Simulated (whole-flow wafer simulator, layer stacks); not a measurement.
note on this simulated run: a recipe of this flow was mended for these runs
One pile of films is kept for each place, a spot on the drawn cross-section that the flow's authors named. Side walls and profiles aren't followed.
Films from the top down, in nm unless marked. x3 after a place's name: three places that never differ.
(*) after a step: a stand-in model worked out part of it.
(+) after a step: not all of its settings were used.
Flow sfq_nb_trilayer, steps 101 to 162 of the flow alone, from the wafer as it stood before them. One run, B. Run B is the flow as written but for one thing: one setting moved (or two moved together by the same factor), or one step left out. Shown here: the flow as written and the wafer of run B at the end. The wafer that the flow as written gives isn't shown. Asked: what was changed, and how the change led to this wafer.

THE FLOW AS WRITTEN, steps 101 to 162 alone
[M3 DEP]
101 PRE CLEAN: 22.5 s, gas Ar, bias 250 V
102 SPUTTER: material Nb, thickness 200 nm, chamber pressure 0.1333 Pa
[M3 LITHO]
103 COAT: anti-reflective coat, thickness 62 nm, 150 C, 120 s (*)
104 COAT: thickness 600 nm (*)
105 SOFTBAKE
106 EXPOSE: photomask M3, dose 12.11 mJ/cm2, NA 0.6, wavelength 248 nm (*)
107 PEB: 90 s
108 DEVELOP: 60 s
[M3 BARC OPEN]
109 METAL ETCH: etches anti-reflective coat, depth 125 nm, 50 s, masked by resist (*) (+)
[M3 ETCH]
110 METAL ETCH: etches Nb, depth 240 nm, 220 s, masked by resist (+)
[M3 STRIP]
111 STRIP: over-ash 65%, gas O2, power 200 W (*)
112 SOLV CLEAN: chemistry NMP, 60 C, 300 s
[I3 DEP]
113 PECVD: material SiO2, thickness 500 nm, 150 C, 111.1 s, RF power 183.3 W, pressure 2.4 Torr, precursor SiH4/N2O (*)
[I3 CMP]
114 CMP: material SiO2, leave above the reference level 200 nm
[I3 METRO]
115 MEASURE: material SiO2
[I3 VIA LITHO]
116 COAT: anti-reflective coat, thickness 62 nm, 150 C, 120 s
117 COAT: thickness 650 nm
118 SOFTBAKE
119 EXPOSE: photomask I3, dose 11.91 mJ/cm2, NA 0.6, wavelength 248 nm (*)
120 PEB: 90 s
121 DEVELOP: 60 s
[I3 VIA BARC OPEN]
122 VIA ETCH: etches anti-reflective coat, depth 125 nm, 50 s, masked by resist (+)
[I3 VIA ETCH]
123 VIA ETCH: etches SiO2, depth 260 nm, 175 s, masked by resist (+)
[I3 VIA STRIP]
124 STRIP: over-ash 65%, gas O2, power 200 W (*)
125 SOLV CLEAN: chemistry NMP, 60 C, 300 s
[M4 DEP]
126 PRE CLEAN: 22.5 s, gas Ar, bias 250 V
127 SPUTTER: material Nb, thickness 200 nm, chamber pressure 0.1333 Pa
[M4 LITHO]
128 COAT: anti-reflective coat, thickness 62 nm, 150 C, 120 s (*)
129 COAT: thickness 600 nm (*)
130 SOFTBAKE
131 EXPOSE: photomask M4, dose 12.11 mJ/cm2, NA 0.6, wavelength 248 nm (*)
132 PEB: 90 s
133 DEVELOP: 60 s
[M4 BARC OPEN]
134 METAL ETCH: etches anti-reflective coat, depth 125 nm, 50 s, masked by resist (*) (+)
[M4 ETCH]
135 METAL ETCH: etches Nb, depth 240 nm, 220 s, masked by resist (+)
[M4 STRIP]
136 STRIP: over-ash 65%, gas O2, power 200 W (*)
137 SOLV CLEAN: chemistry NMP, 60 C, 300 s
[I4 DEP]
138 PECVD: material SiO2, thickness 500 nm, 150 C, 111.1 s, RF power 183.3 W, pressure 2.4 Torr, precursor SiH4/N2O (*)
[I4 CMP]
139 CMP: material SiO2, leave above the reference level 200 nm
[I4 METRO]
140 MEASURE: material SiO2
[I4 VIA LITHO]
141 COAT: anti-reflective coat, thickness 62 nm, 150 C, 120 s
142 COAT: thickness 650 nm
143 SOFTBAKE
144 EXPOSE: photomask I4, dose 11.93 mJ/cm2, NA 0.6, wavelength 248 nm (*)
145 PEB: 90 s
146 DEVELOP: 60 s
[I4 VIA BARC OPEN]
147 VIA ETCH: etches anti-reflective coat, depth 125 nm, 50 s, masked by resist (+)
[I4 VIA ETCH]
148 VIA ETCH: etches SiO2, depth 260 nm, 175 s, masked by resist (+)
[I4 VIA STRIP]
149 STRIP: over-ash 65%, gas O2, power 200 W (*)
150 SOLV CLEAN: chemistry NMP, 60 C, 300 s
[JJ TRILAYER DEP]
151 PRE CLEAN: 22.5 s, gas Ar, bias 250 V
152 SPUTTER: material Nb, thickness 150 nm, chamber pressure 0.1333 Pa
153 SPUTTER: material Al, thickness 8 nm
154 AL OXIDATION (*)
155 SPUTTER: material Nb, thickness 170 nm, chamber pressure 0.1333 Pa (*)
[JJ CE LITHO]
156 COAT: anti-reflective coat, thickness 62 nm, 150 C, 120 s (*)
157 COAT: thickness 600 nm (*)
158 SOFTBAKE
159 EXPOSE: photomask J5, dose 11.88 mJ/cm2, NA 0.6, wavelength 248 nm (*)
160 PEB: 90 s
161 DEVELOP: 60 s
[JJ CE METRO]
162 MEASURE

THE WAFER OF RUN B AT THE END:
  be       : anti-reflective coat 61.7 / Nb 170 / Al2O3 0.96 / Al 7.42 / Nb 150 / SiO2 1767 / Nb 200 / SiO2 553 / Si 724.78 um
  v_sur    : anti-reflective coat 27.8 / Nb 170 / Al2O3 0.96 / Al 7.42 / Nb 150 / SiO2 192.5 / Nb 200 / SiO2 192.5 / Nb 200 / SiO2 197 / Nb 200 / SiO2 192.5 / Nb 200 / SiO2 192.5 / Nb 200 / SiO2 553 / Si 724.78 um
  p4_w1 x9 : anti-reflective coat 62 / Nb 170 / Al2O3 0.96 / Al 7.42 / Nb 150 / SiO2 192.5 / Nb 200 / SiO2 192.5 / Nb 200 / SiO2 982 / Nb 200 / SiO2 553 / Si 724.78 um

The cause: step 101, PRE CLEAN: 9 s was run, where the flow has 22.5 s.

How the change led to this, step by step:
  101 PRE CLEAN: 22.5 s, gas Ar, bias 250 V
      field_l, v_sur, via_wl and 102 more: SiO2 -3 (as written it would be: SiO2 -7.5)
      via_w: Nb -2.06 (as written it would be: Nb -6.45)
